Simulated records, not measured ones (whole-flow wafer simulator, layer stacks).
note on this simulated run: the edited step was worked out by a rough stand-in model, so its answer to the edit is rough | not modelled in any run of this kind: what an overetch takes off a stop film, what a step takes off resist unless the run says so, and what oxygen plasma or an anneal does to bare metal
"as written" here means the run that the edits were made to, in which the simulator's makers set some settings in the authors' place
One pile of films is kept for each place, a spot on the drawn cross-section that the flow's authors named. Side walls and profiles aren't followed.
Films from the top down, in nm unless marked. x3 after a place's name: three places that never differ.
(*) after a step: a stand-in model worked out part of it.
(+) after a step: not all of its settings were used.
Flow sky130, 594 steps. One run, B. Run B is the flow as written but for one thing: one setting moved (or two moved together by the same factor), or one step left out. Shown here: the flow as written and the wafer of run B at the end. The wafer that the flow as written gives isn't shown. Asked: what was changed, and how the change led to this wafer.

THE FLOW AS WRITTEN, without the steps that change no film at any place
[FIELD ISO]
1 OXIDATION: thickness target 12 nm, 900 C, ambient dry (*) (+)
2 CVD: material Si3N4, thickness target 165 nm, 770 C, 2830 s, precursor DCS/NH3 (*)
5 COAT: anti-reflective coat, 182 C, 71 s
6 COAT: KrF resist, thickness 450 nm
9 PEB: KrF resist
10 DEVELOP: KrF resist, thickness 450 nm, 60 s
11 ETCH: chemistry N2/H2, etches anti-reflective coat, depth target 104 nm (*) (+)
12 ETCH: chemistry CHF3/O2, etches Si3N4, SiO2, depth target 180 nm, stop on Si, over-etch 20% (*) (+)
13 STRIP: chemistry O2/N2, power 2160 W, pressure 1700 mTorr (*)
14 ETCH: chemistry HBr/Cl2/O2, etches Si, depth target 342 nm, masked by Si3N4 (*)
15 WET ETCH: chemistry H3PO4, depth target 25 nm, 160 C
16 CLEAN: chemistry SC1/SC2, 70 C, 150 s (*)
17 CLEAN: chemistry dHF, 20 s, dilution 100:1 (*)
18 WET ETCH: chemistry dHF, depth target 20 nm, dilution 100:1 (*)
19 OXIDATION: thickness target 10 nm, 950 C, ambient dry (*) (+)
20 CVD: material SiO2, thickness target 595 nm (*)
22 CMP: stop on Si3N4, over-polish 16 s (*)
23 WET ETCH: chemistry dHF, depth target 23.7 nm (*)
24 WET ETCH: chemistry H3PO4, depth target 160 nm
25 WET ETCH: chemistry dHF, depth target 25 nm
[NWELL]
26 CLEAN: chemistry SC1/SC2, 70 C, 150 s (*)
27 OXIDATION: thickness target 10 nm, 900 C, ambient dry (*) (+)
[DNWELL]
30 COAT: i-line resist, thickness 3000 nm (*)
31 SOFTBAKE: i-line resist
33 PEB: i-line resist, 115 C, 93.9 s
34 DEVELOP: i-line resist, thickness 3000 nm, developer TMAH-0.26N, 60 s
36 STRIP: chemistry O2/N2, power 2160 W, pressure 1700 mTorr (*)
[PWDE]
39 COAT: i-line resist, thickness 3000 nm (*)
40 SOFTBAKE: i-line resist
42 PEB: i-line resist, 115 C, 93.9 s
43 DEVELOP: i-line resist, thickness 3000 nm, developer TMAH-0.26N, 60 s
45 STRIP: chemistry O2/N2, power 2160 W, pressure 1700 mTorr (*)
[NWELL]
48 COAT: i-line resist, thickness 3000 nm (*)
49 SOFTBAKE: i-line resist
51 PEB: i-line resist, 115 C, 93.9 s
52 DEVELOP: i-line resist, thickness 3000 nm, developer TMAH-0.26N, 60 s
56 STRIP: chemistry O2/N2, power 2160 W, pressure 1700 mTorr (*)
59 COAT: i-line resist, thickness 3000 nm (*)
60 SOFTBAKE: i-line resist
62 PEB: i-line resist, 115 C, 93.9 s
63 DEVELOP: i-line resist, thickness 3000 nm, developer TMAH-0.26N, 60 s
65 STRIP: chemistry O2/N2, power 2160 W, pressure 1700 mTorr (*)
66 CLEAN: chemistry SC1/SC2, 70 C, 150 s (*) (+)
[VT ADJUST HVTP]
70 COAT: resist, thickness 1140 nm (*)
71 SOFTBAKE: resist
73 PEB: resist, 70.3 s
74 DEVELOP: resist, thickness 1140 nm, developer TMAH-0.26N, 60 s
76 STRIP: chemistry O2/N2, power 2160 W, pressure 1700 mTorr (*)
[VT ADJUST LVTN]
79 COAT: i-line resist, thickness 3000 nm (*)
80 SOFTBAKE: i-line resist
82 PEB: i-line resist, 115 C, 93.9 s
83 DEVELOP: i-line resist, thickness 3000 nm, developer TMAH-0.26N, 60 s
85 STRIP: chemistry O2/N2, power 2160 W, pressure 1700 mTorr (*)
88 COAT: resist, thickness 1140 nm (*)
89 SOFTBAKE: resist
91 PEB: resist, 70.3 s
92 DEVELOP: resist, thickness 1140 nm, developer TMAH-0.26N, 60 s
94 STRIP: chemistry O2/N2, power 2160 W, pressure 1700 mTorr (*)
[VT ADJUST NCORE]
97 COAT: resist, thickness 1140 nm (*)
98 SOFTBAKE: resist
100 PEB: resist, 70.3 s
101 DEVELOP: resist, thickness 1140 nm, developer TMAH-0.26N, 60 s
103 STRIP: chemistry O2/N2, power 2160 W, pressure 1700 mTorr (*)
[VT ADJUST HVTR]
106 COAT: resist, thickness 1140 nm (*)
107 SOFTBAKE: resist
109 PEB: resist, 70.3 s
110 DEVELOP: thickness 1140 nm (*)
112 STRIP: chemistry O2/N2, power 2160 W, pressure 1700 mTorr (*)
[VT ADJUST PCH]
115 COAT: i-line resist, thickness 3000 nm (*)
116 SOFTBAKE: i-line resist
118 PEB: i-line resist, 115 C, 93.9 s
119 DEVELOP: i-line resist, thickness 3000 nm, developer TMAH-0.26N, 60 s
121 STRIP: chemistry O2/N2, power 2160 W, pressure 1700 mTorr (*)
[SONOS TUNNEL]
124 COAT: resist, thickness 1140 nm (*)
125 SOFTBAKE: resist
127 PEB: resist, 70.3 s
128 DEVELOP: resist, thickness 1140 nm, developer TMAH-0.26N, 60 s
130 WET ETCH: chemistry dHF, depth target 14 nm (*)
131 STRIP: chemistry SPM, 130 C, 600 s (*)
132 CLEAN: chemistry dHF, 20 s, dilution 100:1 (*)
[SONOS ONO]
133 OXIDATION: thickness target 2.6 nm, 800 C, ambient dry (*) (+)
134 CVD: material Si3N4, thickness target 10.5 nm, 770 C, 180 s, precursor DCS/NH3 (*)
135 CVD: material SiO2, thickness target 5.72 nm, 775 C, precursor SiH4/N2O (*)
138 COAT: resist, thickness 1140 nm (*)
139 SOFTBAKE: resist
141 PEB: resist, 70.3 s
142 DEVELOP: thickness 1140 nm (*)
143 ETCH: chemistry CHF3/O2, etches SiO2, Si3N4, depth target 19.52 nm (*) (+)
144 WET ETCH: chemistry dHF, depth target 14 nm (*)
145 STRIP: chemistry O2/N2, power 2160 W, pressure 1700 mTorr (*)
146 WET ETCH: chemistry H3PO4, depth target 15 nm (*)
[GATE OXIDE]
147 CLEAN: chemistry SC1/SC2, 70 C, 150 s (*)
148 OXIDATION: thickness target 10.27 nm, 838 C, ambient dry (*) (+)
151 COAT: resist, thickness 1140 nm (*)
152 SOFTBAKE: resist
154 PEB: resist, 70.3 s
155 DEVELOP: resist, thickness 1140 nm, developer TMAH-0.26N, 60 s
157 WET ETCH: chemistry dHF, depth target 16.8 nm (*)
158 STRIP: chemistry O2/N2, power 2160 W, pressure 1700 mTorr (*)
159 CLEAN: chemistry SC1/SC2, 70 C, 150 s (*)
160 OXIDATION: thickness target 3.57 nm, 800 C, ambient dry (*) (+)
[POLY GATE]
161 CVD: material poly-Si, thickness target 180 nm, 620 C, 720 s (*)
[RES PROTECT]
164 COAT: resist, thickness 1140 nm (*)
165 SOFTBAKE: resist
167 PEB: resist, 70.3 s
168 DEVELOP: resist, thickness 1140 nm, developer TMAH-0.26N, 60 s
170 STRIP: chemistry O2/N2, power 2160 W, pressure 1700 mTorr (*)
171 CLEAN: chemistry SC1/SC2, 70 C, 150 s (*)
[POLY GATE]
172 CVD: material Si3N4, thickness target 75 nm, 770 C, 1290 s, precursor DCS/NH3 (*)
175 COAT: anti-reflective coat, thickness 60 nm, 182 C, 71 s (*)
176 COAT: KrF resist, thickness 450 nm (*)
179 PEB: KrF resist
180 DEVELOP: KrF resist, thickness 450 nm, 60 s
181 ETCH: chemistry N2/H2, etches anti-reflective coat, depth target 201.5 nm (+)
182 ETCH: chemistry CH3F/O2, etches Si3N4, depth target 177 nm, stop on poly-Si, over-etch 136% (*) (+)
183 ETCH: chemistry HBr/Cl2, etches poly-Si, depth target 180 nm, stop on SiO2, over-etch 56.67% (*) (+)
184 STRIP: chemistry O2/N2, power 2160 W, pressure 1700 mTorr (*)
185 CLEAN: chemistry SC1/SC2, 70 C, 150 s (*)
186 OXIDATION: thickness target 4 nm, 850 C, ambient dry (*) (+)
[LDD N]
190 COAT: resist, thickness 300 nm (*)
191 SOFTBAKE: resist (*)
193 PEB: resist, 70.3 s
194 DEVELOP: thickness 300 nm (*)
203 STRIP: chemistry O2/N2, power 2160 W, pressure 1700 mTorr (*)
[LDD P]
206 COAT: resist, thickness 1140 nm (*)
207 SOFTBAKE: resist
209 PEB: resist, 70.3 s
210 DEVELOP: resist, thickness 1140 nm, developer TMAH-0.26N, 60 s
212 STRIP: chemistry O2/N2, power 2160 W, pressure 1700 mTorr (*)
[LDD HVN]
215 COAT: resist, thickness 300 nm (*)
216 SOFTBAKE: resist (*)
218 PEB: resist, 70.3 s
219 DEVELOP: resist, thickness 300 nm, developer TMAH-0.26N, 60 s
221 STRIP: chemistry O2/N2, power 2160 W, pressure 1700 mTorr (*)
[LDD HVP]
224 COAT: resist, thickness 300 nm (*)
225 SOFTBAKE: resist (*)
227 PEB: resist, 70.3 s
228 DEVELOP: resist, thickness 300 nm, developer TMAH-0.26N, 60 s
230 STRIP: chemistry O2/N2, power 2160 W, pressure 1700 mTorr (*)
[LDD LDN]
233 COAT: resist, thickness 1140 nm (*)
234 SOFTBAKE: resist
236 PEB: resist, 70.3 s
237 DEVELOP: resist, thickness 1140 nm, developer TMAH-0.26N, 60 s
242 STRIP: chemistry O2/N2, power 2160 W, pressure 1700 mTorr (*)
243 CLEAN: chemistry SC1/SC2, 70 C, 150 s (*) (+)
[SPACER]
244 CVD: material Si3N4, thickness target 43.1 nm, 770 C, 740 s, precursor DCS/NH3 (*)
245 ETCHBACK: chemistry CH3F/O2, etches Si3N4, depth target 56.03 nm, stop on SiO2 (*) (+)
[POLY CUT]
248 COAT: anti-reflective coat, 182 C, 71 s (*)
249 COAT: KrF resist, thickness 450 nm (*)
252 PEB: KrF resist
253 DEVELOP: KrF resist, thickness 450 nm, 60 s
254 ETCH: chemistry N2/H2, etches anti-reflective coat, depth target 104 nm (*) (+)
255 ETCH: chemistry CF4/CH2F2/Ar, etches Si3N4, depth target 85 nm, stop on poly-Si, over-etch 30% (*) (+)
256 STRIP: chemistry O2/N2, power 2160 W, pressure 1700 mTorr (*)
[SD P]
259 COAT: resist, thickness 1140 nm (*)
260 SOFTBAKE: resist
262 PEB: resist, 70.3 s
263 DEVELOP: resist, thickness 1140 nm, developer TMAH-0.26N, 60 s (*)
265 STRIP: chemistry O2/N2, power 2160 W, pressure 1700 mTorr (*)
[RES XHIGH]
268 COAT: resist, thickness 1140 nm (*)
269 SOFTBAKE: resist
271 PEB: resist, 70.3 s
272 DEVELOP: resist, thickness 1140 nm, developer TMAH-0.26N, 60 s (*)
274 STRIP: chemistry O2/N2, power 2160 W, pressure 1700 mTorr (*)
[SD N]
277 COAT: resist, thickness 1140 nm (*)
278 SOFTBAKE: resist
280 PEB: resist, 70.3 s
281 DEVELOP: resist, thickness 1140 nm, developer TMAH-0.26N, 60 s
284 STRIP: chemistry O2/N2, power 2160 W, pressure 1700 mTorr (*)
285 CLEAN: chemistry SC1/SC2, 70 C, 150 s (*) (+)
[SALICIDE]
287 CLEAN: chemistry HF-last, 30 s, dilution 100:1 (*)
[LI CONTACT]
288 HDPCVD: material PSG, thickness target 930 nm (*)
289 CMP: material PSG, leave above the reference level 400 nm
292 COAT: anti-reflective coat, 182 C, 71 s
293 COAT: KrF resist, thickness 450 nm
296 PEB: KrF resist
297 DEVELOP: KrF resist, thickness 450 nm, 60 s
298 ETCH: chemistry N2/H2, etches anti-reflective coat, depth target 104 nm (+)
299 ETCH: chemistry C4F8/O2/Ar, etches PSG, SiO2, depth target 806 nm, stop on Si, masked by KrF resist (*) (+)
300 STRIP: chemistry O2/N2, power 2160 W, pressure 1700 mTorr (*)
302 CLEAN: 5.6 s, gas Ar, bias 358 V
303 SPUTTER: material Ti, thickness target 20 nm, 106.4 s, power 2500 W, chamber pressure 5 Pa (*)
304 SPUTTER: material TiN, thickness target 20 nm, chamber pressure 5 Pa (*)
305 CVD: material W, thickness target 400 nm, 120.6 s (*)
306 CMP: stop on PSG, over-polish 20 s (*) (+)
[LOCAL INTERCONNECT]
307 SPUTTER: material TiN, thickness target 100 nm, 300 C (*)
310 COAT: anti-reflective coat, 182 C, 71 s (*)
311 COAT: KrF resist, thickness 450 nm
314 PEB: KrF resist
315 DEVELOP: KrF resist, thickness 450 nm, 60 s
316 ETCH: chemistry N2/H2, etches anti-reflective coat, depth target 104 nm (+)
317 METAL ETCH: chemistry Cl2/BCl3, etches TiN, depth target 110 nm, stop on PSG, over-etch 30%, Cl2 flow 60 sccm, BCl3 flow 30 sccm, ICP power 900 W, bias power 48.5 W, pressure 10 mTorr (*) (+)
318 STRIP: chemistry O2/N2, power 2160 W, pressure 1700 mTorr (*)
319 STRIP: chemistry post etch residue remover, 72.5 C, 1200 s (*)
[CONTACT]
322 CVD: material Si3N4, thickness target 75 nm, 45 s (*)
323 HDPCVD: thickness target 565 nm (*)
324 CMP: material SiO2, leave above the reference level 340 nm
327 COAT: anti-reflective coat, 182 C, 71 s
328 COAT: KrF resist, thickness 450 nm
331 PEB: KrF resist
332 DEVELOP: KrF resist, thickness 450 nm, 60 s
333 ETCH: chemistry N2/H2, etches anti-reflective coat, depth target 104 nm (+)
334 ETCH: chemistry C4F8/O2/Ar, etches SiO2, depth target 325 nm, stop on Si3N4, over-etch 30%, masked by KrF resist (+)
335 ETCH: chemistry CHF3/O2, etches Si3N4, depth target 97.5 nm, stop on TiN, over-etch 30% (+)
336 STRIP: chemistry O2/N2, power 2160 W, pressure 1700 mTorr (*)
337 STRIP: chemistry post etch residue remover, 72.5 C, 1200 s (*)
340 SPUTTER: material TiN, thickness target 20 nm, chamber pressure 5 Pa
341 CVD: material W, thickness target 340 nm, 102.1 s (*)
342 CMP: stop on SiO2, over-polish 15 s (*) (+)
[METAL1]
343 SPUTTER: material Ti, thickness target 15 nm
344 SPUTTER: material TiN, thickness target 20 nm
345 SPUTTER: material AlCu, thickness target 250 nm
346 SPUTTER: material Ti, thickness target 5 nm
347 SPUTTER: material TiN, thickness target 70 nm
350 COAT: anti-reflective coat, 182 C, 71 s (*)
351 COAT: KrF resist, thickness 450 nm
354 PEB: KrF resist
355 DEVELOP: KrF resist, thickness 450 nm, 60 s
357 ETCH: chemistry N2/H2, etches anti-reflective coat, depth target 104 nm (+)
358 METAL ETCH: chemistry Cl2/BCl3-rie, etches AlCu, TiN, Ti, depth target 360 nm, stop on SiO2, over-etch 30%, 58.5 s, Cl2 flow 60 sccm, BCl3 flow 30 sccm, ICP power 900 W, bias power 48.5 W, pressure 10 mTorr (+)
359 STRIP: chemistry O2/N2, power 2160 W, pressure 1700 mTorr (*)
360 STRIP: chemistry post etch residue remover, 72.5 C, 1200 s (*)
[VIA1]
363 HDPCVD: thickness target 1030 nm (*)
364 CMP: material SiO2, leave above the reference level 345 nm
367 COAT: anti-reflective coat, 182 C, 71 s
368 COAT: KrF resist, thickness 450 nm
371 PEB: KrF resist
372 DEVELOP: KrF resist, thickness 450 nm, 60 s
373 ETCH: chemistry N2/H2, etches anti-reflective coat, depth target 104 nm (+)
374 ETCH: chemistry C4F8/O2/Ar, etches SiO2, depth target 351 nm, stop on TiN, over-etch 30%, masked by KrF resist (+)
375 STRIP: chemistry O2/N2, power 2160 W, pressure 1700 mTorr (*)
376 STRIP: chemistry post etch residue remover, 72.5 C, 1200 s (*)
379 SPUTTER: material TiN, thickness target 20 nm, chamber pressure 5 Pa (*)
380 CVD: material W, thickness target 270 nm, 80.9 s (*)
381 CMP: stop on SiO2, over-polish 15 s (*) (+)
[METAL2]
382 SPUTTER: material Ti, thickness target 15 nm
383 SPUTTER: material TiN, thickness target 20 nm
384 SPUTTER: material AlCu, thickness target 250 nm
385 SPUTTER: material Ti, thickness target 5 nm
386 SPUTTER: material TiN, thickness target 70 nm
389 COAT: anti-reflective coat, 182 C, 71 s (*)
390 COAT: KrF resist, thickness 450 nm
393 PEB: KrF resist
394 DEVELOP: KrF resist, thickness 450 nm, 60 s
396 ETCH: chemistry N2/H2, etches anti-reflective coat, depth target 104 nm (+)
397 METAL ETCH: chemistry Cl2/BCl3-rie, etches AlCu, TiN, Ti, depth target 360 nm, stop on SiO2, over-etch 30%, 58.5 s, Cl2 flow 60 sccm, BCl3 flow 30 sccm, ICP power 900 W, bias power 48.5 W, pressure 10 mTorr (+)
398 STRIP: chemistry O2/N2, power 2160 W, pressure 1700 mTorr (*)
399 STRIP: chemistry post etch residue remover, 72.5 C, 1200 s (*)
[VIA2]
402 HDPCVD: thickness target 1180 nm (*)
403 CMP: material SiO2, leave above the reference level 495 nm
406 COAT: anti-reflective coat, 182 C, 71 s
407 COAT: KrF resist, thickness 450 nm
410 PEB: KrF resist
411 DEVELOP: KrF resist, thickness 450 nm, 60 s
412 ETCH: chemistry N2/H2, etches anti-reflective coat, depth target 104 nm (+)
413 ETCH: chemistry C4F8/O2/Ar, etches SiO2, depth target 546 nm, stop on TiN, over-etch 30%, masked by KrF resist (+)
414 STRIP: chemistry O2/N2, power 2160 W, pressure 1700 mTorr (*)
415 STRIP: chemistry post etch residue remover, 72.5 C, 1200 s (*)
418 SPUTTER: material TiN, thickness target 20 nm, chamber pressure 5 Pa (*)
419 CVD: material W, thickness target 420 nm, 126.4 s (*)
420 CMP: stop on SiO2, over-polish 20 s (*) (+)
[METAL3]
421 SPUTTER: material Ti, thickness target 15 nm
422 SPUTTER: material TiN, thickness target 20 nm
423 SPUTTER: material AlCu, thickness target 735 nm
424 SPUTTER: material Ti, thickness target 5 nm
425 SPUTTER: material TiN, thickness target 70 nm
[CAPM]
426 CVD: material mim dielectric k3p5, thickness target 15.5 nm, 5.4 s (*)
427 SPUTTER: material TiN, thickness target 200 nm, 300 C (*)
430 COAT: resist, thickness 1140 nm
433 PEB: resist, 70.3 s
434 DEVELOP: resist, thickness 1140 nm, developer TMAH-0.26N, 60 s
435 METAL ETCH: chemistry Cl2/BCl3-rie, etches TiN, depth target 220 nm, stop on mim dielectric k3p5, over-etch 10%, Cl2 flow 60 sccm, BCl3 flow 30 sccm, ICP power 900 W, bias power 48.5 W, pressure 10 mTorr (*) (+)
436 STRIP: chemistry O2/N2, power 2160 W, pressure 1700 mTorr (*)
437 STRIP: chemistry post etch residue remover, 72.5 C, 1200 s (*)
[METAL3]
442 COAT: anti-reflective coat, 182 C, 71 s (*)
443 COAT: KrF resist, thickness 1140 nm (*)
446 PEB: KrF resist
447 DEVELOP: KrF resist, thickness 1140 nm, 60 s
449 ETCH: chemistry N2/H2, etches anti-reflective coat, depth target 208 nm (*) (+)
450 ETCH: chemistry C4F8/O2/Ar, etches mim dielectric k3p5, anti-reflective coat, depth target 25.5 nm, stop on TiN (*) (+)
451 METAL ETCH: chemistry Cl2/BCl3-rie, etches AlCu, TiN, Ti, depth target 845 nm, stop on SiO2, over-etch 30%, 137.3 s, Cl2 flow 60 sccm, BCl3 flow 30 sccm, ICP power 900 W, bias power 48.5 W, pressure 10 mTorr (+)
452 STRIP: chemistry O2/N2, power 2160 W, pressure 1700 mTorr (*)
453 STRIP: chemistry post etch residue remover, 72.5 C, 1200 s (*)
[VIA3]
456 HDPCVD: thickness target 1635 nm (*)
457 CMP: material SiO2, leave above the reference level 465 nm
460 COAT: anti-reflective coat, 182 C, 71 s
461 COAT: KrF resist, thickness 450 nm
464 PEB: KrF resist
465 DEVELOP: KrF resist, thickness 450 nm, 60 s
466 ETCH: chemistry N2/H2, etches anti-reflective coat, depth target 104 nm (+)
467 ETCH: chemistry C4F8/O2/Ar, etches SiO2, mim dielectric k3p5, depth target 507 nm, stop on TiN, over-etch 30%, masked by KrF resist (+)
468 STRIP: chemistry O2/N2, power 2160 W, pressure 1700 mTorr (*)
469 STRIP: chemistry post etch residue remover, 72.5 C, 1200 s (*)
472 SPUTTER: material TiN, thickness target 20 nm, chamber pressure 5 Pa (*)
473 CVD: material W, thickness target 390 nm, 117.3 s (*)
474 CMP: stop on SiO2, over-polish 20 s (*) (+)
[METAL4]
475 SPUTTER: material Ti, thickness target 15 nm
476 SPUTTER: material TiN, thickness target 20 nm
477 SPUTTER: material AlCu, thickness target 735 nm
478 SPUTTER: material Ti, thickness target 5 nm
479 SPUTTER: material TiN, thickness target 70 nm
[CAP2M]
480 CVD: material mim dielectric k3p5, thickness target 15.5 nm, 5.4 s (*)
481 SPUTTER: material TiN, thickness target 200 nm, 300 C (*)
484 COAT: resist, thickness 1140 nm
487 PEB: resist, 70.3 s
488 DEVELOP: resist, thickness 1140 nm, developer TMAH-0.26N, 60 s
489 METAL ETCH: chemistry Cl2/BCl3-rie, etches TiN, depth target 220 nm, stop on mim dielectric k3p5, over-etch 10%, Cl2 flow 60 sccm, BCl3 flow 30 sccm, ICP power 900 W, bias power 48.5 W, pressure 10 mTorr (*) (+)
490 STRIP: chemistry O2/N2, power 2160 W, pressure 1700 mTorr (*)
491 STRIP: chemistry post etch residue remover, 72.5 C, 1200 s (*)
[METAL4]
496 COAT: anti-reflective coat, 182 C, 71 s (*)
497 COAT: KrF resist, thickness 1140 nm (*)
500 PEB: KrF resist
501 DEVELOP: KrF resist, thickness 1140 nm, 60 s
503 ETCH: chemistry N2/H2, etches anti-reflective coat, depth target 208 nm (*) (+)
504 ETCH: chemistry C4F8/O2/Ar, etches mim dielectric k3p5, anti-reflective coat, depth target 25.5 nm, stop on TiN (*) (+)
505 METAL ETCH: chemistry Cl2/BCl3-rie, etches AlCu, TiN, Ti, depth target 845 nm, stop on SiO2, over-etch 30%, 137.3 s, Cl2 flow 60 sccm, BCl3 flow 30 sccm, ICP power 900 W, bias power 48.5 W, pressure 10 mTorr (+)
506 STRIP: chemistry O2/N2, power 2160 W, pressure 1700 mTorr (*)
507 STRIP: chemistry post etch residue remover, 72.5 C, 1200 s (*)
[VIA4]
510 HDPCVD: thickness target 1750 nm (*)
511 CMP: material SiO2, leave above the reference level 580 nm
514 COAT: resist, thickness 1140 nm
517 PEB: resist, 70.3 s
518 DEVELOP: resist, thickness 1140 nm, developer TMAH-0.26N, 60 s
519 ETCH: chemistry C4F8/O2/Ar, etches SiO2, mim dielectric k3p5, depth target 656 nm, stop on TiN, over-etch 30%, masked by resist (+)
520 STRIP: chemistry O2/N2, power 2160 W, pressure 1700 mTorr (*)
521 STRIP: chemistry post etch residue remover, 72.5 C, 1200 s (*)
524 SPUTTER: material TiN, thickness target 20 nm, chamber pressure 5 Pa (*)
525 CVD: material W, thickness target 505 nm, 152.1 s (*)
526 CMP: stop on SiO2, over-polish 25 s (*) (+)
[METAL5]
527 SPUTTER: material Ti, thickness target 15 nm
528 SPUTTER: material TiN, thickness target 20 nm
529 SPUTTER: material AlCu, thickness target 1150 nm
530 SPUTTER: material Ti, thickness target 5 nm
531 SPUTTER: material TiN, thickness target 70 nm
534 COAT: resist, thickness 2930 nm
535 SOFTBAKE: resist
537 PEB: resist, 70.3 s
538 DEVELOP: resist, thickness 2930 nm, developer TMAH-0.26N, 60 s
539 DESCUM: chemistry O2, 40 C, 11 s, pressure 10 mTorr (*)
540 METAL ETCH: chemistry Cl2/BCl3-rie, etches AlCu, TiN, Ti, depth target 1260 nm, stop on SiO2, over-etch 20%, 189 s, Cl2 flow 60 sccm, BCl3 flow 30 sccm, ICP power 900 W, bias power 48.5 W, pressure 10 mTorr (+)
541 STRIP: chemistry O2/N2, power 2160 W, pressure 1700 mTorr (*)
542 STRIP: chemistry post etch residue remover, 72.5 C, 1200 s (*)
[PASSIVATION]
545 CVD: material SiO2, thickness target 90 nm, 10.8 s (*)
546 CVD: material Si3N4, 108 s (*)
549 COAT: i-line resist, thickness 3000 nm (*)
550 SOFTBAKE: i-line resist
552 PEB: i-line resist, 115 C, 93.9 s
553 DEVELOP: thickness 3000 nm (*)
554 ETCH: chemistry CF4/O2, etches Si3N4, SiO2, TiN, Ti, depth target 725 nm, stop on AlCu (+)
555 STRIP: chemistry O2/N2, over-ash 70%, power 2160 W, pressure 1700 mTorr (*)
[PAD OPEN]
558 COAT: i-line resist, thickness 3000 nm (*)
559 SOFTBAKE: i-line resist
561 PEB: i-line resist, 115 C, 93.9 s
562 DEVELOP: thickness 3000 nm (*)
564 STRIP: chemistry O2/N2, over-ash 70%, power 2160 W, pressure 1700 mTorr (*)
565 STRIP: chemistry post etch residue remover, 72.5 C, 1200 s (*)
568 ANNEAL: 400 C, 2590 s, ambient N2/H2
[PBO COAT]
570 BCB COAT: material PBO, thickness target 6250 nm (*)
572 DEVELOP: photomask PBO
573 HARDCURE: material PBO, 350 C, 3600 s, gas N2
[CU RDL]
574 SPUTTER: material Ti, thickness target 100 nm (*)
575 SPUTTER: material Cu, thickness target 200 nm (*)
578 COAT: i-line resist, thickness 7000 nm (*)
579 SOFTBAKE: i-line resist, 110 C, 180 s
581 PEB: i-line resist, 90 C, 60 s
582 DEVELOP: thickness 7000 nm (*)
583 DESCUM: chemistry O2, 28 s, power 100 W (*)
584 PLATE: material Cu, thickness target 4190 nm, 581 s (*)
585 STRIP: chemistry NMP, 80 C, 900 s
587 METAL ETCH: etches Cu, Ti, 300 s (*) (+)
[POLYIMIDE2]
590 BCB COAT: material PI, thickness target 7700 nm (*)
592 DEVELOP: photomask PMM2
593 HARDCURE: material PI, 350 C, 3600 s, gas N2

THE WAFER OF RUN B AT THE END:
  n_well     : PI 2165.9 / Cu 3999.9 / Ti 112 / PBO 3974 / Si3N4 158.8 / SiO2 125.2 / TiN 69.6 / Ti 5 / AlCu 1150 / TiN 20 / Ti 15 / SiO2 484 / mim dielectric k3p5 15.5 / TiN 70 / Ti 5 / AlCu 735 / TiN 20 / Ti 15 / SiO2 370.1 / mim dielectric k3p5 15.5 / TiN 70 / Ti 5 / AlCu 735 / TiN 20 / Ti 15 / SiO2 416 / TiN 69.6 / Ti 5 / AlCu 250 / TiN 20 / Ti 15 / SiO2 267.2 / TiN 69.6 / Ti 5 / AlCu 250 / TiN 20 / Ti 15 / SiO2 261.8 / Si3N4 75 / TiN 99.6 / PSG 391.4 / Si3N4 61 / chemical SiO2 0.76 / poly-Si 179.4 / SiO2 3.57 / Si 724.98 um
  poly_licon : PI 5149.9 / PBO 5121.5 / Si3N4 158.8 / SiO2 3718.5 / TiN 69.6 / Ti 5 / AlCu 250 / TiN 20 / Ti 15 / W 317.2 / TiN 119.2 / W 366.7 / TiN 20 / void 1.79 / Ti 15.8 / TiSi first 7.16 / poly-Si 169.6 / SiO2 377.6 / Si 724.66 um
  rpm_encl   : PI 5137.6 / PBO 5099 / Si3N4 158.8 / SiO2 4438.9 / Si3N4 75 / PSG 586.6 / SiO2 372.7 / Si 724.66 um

The cause: step 574, SPUTTER: thickness target 112 nm was run, where the flow has thickness target 100 nm.
It can be read off the wafer: n_well has Ti 112, and step 574 as written asks for 100 nm.

How the change led to this, step by step:
  574 SPUTTER: material Ti, thickness target 100 nm (*)
      field, active, n_well and 190 more: Ti +112 (new film) (as written it would be: Ti +100 (new film))
  587 METAL ETCH: etches Cu, Ti, 300 s (*) (+)
      field, active, gate and 167 more: Cu -200 (all of it), Ti -112 (all of it) (as written it would be: Cu -200 (all of it), Ti -100 (all of it))
  590 BCB COAT: material PI, thickness target 7700 nm (*)
      de16_gate_nw: PI +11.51 um (new film) (as written it would be: PI +11.5 um (new film))
